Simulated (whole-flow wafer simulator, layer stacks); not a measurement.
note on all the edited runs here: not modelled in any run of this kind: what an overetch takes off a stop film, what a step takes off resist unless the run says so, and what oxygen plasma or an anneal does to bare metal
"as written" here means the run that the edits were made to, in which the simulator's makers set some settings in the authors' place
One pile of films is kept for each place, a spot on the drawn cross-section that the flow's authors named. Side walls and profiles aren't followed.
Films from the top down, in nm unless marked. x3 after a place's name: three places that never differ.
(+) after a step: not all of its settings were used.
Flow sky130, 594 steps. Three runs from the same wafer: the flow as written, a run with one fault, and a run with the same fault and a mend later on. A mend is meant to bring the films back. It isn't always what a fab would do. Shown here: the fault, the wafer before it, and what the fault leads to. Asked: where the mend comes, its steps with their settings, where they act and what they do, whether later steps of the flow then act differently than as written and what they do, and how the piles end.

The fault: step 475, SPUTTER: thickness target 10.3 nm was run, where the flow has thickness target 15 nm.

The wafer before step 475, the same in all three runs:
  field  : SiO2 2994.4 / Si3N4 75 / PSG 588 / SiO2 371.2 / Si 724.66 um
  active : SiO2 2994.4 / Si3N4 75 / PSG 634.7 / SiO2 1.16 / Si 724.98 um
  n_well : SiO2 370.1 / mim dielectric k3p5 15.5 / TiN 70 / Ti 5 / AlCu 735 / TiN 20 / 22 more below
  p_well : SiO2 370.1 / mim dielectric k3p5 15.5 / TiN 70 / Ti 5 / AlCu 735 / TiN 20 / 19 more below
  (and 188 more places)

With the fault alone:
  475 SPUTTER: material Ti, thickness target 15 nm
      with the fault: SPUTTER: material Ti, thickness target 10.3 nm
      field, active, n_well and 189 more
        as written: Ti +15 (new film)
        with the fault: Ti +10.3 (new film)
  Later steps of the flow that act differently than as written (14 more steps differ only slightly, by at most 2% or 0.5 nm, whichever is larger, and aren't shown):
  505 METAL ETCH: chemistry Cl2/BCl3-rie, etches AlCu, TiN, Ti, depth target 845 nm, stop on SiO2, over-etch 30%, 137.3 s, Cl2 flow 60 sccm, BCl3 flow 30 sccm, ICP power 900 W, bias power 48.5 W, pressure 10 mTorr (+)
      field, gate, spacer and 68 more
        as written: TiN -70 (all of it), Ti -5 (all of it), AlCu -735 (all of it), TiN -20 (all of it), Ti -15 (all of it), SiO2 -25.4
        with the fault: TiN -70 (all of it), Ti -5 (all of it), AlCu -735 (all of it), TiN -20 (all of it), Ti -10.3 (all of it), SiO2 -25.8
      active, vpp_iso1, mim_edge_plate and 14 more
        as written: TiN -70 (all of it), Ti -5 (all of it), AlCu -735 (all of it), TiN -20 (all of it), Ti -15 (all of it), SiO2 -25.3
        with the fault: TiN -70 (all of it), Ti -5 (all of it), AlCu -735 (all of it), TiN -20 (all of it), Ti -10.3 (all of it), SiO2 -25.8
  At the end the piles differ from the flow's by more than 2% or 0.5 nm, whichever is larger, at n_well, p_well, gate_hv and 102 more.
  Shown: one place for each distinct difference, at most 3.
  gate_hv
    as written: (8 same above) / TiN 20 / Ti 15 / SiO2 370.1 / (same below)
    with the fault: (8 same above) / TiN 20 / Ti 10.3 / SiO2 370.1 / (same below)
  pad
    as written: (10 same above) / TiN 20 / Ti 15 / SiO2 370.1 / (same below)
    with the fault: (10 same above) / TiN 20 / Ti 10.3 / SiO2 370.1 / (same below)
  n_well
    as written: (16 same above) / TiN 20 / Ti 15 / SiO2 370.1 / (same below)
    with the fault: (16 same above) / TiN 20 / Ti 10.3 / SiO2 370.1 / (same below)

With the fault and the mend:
  The mend comes after step 475.
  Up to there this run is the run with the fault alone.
  475a SPUTTER: material Ti, thickness target 4.7 nm (the flow's step 475 once more, with other settings)
      field, active, n_well and 189 more
        Ti +4.7
  No later step of the flow acts differently than as written at any place that is followed.
  At the end the piles are the same as the flow's at every place that both follow.
